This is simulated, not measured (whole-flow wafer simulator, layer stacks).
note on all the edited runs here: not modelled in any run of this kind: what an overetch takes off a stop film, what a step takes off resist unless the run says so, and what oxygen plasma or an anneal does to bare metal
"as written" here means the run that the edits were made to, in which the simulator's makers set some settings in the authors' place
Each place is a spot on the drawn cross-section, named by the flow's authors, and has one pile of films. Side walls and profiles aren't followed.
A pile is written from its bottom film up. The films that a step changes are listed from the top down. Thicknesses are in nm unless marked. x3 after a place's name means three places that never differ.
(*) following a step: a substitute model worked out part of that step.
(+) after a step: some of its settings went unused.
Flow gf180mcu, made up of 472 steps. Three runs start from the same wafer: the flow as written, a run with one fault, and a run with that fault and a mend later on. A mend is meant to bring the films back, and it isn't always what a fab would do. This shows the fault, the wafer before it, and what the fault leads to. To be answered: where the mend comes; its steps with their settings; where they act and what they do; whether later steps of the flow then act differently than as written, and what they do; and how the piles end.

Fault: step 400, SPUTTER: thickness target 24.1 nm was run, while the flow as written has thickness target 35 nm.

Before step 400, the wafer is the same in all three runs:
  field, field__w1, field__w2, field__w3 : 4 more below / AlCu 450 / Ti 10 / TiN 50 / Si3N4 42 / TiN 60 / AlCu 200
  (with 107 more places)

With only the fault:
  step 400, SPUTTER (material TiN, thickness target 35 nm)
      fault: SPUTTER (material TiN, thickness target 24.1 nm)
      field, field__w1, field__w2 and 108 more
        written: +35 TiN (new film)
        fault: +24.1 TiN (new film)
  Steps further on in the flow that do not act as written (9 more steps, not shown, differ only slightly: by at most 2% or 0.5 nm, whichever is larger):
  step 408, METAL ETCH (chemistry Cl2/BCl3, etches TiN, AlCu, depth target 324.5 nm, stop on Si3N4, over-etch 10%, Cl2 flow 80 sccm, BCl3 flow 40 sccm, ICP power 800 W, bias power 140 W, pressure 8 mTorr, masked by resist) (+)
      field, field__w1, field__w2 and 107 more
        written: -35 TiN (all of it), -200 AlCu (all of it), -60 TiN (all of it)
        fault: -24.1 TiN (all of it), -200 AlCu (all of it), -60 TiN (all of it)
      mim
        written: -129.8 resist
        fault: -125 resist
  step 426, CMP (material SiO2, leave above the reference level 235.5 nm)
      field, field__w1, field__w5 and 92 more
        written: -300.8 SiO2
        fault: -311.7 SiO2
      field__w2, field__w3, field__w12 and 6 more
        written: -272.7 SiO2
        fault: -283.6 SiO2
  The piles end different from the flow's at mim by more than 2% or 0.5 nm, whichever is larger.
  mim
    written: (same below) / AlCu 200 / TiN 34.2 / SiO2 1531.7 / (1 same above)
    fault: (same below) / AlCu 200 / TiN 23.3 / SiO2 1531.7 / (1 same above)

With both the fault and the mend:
  After step 407 comes the mend.
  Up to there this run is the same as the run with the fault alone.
  step 407a, STRIP (chemistry O2/N2, power 2160 W, pressure 1700 mTorr) (*)
      mim
        -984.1 resist (all of it)
  step 407b, SPUTTER (material TiN, thickness target 10.9 nm) (the flow's step 400, run once more with other settings)
      field, field__w1, field__w2 and 108 more
        +10.9 TiN
  step 407c, HMDS (120 C, 60 s) (the flow's step 402, run once more)
      does not change any film at any place that is followed
  step 407d, COAT (resist, thickness 1000 nm) (the flow's step 403, run once more)
      field, field__w1, field__w2 and 108 more
        +1000 resist (new film)
  step 407e, SOFTBAKE (resist) (the flow's step 404, run once more)
      does not change any film at any place that is followed
  step 407f, EXPOSE (photomask FuseTop) (the flow's step 405, run once more)
      does not change any film at any place that is followed
  step 407g, PEB (resist, 70.3 s) (the flow's step 406, run once more)
      field, field__w1, field__w2 and 108 more
        -15.9 resist
  step 407h, DEVELOP (thickness 1000 nm, 60 s) (the flow's step 407, run once more)
      field, field__w1, field__w2 and 107 more
        -984.1 resist (all of it)
  None of the later steps of the flow acts differently than as written at any place that is followed.
  At every place that both follow, the piles at the end match the flow's.
